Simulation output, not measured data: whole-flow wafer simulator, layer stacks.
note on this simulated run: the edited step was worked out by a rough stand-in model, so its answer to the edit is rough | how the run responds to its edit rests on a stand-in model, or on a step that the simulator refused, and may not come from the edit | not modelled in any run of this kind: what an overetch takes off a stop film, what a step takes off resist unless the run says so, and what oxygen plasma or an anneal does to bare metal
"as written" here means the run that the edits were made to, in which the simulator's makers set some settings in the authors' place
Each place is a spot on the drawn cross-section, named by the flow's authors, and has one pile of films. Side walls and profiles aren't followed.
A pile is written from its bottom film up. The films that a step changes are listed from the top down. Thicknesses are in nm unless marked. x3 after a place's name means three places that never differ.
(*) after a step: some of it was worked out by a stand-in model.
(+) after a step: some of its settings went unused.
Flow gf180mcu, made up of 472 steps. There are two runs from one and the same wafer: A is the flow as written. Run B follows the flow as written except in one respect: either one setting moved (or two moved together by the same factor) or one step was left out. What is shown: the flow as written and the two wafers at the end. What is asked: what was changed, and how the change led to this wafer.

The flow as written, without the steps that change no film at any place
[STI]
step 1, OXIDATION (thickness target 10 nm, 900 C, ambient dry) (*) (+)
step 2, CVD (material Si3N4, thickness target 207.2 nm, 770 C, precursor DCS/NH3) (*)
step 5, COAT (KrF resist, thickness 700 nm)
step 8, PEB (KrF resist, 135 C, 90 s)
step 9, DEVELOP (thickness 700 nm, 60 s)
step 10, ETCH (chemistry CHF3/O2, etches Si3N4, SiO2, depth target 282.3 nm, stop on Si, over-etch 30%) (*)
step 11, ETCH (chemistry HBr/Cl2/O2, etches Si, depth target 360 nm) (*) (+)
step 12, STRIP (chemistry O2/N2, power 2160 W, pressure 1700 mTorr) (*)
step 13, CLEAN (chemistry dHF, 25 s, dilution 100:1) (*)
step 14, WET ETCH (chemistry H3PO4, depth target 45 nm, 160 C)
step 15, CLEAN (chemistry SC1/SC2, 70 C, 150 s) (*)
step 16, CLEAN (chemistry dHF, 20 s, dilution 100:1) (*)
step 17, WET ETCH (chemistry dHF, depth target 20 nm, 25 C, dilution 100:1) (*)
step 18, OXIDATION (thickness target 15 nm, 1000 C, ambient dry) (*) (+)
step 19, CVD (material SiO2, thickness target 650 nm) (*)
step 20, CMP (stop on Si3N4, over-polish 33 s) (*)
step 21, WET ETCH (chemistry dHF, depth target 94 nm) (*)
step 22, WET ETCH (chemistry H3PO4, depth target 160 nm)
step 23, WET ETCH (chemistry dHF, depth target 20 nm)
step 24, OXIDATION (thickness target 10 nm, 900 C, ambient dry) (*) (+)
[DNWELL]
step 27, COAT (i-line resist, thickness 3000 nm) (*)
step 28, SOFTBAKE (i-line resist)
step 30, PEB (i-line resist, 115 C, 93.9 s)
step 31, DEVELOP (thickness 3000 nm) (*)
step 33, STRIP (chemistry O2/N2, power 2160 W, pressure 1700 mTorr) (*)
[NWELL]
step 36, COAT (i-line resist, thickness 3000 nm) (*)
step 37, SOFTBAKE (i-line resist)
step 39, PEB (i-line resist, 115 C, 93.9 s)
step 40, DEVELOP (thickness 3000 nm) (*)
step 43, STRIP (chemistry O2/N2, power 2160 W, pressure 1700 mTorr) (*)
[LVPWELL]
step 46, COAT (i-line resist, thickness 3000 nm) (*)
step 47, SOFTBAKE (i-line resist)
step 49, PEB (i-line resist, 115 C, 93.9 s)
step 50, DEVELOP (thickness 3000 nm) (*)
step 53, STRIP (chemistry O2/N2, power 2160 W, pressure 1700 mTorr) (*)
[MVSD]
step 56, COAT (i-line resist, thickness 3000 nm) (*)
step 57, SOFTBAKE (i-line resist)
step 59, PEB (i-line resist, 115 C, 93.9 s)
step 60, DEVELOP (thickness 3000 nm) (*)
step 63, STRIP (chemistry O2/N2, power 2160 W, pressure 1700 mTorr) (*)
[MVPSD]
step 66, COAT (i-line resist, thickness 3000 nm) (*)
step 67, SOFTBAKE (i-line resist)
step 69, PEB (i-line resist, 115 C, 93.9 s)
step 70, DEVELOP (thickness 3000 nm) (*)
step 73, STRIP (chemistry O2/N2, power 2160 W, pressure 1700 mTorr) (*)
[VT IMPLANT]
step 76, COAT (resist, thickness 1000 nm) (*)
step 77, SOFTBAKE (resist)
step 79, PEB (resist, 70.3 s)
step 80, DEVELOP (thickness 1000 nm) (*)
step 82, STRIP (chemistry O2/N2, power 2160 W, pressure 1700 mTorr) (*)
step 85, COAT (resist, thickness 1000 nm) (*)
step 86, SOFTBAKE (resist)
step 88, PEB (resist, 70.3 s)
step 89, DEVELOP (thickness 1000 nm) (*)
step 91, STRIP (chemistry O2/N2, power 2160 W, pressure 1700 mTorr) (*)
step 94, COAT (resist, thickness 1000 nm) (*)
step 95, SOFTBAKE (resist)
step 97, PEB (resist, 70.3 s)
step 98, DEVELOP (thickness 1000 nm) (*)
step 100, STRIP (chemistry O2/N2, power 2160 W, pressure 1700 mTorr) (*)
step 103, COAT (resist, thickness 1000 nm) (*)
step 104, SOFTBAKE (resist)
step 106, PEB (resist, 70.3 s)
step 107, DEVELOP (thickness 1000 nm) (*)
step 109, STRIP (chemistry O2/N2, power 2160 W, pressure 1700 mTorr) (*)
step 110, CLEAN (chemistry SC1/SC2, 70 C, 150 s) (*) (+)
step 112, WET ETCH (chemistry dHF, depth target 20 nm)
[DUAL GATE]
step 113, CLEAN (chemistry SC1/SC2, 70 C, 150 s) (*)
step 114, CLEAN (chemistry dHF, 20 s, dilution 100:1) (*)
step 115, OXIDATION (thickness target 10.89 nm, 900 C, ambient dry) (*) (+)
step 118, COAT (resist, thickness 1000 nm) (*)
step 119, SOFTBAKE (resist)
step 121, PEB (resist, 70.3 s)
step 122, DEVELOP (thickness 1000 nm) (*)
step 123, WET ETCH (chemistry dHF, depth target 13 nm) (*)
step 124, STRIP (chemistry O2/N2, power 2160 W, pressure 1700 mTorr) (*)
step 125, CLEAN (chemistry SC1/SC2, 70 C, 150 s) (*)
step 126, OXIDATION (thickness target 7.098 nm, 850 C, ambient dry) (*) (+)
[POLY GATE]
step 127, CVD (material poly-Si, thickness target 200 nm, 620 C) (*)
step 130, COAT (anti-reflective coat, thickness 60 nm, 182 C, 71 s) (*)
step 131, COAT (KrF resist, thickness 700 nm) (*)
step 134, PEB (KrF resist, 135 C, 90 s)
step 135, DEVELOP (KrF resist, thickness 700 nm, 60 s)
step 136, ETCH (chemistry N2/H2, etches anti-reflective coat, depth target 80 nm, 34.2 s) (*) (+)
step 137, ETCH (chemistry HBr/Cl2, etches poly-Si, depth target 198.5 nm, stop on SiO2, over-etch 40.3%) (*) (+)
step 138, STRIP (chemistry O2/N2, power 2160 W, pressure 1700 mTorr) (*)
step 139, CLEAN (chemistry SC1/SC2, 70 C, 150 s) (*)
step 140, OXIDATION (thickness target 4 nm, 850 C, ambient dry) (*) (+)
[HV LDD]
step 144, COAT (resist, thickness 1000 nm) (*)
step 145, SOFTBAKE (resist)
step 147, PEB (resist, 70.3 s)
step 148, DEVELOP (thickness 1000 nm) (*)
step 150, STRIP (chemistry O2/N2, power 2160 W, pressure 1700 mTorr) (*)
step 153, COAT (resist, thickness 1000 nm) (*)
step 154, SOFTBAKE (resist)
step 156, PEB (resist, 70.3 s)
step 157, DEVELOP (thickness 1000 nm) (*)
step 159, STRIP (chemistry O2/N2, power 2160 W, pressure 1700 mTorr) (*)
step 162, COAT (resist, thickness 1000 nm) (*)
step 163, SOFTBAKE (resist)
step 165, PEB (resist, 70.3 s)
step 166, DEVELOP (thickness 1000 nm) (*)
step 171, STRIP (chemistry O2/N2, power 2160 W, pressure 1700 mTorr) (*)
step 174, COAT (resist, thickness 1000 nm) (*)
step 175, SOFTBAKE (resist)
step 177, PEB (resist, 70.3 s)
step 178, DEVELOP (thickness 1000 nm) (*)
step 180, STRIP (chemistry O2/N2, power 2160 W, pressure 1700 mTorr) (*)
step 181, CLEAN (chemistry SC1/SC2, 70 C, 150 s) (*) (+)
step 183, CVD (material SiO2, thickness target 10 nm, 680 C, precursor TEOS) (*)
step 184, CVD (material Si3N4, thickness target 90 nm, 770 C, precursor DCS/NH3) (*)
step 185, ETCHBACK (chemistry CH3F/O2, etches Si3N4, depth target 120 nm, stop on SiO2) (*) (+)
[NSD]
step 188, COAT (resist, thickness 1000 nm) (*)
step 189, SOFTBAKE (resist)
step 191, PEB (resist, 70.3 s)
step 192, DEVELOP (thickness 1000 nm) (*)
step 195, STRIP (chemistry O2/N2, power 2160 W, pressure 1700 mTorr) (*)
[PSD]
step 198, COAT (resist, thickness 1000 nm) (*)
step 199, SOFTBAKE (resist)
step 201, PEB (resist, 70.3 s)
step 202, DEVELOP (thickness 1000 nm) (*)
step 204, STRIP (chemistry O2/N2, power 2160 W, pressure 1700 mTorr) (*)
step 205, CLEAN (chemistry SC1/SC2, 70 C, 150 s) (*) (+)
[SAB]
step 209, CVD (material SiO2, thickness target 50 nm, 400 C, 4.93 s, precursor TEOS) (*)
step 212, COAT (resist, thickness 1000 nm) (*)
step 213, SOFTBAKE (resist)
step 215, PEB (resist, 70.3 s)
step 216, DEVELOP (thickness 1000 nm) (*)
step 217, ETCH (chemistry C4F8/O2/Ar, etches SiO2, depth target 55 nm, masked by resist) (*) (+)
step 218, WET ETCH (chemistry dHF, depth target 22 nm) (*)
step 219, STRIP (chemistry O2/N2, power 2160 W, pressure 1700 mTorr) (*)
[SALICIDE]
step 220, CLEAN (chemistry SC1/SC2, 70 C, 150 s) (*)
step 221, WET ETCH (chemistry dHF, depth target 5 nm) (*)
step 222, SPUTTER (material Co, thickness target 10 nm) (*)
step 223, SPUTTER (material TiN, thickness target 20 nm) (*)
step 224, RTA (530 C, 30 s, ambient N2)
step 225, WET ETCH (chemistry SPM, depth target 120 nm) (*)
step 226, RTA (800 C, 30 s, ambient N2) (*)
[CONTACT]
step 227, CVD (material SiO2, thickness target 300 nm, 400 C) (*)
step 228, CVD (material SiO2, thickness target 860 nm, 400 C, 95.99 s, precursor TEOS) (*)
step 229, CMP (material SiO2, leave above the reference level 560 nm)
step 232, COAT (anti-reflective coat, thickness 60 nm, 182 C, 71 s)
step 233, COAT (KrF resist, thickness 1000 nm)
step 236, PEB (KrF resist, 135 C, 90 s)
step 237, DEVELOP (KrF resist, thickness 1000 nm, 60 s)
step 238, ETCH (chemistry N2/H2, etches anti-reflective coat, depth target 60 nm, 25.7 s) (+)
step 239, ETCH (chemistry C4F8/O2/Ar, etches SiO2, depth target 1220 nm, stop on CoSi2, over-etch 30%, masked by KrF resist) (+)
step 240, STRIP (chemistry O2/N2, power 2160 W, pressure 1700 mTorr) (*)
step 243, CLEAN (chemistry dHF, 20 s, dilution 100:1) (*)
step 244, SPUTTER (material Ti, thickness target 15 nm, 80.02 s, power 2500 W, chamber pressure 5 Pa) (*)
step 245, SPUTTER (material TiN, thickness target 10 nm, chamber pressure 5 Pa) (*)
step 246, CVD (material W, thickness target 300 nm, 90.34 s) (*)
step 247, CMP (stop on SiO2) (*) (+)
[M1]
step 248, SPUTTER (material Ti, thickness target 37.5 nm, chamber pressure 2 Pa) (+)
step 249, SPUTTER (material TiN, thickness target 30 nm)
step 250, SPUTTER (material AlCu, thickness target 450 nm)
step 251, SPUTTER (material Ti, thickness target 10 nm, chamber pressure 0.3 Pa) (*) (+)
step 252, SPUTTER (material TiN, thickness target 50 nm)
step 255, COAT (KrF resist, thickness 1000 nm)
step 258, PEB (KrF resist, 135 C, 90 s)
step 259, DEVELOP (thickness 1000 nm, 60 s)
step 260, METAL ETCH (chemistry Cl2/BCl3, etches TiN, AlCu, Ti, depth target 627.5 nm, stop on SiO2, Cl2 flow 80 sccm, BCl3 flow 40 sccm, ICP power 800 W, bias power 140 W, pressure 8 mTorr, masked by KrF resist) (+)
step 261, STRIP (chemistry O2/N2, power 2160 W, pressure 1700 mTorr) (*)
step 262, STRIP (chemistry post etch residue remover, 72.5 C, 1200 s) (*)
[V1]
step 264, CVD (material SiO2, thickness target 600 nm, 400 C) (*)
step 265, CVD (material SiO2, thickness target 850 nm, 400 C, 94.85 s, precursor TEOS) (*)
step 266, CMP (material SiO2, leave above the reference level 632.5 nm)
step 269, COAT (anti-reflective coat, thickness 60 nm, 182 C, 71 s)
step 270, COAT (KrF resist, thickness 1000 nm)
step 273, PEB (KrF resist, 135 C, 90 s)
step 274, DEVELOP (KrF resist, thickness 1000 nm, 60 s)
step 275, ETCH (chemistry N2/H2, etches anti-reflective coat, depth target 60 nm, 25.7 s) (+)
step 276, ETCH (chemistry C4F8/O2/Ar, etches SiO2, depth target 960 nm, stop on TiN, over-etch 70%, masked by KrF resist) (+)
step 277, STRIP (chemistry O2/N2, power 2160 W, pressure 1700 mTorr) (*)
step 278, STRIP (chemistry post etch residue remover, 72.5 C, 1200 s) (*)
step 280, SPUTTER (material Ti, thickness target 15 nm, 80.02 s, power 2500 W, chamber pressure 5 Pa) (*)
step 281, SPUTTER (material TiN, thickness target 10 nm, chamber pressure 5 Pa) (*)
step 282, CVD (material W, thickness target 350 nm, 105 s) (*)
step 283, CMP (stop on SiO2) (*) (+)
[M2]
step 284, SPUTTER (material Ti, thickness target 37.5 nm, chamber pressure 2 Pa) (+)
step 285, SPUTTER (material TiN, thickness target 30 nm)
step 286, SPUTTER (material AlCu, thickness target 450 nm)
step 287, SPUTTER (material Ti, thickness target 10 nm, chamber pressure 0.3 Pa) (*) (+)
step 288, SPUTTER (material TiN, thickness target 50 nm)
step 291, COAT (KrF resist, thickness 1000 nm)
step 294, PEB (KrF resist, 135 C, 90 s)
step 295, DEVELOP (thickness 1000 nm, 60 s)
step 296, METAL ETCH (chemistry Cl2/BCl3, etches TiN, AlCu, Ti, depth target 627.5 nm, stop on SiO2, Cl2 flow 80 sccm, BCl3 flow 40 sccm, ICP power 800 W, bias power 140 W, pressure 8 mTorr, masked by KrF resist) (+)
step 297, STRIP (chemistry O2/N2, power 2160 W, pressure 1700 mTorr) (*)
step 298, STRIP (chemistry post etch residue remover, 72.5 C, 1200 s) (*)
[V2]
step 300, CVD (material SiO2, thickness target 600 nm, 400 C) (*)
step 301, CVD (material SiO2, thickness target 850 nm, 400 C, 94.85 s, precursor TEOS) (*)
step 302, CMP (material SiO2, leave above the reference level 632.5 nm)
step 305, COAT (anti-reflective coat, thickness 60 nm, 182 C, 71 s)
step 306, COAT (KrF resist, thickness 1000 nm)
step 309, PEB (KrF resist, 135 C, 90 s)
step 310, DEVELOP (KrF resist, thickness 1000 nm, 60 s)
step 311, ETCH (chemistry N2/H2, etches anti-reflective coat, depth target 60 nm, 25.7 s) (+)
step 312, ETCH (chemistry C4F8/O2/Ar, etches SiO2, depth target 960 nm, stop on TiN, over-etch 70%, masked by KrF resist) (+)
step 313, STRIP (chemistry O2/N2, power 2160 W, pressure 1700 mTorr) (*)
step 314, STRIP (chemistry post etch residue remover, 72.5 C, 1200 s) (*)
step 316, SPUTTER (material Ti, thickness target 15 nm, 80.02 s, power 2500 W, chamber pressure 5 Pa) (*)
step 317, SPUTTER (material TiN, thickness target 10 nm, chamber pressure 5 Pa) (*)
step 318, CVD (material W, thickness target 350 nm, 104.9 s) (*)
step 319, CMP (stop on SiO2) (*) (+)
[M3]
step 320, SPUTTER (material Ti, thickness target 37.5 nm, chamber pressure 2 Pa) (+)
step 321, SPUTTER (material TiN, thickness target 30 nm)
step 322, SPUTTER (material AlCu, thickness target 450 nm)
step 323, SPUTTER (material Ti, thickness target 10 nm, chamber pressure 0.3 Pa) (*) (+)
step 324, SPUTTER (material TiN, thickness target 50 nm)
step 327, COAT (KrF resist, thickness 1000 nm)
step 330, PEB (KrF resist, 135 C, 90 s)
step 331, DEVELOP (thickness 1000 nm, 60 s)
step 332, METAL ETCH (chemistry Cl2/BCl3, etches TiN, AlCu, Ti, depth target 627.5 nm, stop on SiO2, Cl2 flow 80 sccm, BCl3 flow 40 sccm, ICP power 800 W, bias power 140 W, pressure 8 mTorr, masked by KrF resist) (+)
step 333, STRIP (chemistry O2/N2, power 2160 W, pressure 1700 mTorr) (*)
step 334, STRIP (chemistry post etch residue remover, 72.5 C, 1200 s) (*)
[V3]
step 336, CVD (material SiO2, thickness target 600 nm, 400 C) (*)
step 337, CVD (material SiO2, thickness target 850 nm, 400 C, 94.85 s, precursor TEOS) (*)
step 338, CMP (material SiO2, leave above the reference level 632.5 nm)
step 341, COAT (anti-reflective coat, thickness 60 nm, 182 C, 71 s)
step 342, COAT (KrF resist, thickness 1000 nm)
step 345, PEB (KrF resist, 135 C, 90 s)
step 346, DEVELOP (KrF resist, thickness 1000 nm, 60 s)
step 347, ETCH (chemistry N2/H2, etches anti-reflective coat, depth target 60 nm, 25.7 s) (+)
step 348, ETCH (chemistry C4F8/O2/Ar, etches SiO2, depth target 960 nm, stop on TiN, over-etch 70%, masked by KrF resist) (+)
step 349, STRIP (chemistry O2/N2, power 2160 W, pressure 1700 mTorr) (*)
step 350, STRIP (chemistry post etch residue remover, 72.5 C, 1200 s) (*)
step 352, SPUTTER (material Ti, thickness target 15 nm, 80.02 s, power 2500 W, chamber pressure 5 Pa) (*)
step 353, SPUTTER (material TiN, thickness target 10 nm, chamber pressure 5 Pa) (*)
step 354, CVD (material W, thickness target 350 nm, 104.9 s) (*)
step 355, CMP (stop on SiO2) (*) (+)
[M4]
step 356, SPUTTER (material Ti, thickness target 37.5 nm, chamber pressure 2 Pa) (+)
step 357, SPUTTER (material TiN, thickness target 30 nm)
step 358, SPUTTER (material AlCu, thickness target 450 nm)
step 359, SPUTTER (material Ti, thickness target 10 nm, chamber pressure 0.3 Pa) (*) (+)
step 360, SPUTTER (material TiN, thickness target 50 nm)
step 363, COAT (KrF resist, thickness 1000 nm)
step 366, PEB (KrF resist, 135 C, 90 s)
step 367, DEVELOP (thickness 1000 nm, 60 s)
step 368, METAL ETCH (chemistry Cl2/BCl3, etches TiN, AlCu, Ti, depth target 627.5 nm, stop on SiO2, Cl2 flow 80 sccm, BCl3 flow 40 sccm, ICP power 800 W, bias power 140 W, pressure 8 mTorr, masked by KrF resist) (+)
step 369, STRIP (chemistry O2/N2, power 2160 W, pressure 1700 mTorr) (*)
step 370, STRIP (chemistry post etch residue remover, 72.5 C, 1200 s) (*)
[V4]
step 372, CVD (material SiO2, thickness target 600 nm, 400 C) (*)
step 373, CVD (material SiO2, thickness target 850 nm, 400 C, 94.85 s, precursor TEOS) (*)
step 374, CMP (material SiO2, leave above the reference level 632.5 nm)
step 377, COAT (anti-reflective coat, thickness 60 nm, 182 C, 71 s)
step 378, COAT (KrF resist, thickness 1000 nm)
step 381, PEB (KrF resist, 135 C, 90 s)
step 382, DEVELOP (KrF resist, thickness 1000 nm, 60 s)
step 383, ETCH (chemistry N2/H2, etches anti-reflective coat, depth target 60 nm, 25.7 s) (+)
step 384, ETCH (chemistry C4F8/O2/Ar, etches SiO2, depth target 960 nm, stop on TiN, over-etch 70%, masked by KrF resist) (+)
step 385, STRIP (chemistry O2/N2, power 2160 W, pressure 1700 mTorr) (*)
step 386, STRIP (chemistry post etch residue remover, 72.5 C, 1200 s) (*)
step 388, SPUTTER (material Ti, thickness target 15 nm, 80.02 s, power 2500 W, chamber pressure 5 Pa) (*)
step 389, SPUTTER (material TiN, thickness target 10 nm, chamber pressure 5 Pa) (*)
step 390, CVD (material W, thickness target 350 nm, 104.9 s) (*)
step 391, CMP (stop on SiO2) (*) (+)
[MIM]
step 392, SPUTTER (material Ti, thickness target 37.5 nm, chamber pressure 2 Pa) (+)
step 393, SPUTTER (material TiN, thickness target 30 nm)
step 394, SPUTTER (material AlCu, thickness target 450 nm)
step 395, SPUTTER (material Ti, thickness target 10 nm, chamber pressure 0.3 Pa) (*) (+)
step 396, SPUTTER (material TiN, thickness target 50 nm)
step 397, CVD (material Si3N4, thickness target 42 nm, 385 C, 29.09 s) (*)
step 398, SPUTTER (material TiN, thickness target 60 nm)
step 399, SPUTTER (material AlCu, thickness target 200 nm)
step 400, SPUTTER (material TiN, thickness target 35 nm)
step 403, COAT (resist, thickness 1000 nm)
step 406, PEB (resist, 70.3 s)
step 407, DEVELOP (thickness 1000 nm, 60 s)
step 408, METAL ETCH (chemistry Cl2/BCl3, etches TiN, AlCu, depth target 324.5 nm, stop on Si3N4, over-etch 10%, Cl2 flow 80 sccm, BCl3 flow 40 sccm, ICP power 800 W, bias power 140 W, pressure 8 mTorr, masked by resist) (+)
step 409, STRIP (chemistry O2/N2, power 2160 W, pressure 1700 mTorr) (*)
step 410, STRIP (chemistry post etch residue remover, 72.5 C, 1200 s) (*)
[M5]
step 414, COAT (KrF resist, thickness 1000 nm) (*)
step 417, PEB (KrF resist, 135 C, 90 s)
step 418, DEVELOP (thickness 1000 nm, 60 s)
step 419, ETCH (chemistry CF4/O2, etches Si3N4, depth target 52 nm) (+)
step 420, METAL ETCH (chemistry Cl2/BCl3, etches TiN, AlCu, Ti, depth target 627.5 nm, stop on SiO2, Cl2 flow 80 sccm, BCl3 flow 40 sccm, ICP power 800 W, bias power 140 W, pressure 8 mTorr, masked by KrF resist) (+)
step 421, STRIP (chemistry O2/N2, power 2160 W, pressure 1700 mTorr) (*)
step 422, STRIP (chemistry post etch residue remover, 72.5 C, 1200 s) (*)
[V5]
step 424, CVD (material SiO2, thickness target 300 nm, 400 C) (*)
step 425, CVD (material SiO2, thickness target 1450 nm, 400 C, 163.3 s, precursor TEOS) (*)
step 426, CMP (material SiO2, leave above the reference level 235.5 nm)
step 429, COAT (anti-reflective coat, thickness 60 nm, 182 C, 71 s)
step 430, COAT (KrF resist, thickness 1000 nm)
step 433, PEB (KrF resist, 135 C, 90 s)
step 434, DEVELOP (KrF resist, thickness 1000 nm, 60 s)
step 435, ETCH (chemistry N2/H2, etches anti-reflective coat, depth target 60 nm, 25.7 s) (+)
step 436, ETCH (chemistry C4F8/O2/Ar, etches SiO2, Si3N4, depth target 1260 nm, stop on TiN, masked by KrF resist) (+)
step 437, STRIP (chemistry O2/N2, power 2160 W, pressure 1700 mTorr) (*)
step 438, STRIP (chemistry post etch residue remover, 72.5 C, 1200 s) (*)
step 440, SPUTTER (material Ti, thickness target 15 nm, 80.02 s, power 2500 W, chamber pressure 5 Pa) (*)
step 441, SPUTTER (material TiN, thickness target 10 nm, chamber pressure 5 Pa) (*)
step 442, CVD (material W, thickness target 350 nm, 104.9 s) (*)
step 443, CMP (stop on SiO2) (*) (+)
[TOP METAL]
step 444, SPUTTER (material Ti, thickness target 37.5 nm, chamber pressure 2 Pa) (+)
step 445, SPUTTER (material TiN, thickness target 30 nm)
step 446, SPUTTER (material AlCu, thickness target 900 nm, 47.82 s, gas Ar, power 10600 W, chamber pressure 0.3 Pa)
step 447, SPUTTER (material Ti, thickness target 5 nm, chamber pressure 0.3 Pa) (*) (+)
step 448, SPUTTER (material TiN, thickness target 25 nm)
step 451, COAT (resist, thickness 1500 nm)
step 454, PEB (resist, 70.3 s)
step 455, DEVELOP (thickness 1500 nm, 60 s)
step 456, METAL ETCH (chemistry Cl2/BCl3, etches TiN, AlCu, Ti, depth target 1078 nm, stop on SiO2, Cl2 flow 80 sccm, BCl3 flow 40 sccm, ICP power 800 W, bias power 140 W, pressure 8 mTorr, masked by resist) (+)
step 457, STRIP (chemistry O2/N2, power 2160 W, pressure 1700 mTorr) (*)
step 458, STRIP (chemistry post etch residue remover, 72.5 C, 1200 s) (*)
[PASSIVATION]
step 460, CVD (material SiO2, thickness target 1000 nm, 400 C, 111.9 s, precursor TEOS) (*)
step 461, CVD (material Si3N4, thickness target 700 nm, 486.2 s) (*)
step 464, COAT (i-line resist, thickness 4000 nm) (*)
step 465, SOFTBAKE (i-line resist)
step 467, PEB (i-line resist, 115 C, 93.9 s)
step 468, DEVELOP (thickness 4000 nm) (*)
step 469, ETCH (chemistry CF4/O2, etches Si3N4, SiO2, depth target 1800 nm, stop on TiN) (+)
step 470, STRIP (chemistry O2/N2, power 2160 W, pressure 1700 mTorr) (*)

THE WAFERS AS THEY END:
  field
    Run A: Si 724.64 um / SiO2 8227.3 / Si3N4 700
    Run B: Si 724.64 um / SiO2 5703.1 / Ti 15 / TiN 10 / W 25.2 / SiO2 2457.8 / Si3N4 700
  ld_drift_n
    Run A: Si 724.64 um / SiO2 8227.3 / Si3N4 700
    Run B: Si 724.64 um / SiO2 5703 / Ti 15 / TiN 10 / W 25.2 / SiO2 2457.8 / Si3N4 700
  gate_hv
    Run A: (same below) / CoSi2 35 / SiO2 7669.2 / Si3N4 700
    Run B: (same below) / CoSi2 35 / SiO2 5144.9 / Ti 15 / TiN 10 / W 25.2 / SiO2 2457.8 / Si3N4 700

Cause: step 373, CVD: thickness target 459 nm was run, though the flow has thickness target 850 nm; step 373, CVD: 51.22 s was run, where the flow has 94.85 s.

Step by step, how the change led to this:
  step 373, CVD (material SiO2, thickness target 850 nm, 400 C, 94.85 s, precursor TEOS) (*)
      field, field__w1, field__w2 and 108 more: A SiO2 gains 850 | B SiO2 gains 467.4
  step 374, CMP (material SiO2, leave above the reference level 632.5 nm)
      field, field__w1, field__w2 and 103 more: A SiO2 loses 300 | B nothing
      field__w8, contact, m1, m1__w1, m1_nw: A SiO2 loses 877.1 | B SiO2 loses 494.5
  step 377, COAT (anti-reflective coat, thickness 60 nm, 182 C, 71 s)
      field: A anti-reflective coat gains 60 (new film) | B anti-reflective coat gains 93.2 (new film)
      field__w1: A anti-reflective coat gains 60 (new film) | B anti-reflective coat gains 80.7 (new film)
      (as well as at 18 more places)
  step 378, COAT (KrF resist, thickness 1000 nm)
      contact: A KrF resist gains 1000 (new film) | B KrF resist gains 968.5 (new film)
      m1: A KrF resist gains 1000 (new film) | B KrF resist gains 963.3 (new film)
      (as well as at 5 more places)
  step 382, DEVELOP (KrF resist, thickness 1000 nm, 60 s)
      contact: A KrF resist loses 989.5 (all of it) | B KrF resist loses 958.3 (all of it)
  step 383, ETCH (chemistry N2/H2, etches anti-reflective coat, depth target 60 nm, 25.7 s) (+)
      contact: A anti-reflective coat loses 60 (all of it), SiO2 loses 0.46 | B anti-reflective coat loses 24.9 (all of it), SiO2 loses 1.36
  step 385, STRIP (chemistry O2/N2, power 2160 W, pressure 1700 mTorr) (*)
      field: A KrF resist loses 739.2 (all of it), anti-reflective coat loses 60 (all of it) | B KrF resist loses 724.5 (all of it), anti-reflective coat loses 93.2 (all of it)
      field__w1: A KrF resist loses 739.2 (all of it), anti-reflective coat loses 60 (all of it) | B KrF resist loses 723.1 (all of it), anti-reflective coat loses 80.7 (all of it)
      (as well as at 17 more places)
  step 390, CVD (material W, thickness target 350 nm, 104.9 s) (*)
      contact: A W gains 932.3 (new film) | B W gains 848.9 (new film)
  step 391, CMP (stop on SiO2) (*) (+)
      field, field__w1, field__w2 and 103 more: A W loses 350 (all of it), TiN loses 10 (all of it), Ti loses 15 (all of it), SiO2 loses 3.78 | B W loses 312.4
      field__w8, m1, m1__w1, m1_nw: A W loses 350 (all of it), TiN loses 10 (all of it), Ti loses 15 (all of it), SiO2 loses 3.78 | B W loses 350 (all of it), TiN loses 10 (all of it), Ti loses 15 (all of it), SiO2 loses 20
      (as well as at 1 more place)
  step 420, METAL ETCH (chemistry Cl2/BCl3, etches TiN, AlCu, Ti, depth target 627.5 nm, stop on SiO2, Cl2 flow 80 sccm, BCl3 flow 40 sccm, ICP power 800 W, bias power 140 W, pressure 8 mTorr, masked by KrF resist) (+)
      field, field__w1, field__w2 and 101 more: A TiN loses 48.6 (all of it), Ti loses 10 (all of it), AlCu loses 450 (all of it), TiN loses 30 (all of it), Ti loses 37.5 (all of it) | B TiN loses 48.6 (all of it), Ti loses 10 (all of it), AlCu loses 450 (all of it), TiN loses 30 (all of it), Ti loses 37.5 (all of it), W loses 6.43
  step 422, STRIP (chemistry post etch residue remover, 72.5 C, 1200 s) (*)
      field, field__w1, field__w2 and 101 more: A nothing | B W loses 6.01
  step 424, CVD (material SiO2, thickness target 300 nm, 400 C) (*)
      field, field__w1, field__w2 and 101 more: A SiO2 gains 300 | B SiO2 gains 300 (new film)
  step 426, CMP (material SiO2, leave above the reference level 235.5 nm)
      field, field__w1, field__w5 and 92 more: A SiO2 loses 300.8 | B SiO2 loses 288.4
      field__w2, field__w3, field__w12 and 6 more: A SiO2 loses 272.7 | B SiO2 loses 259.7
Taking metal films that touch as one body, field has 1 body; the flow as written gives 0 bodies.
Taking metal films that touch as one body, ld_drift_n has 1 body; the flow as written gives 0 bodies.
Taking metal films that touch as one body, gate_hv has 2 bodies (between them, from the top down: SiO2 5144.9); the flow as written gives 1 body.
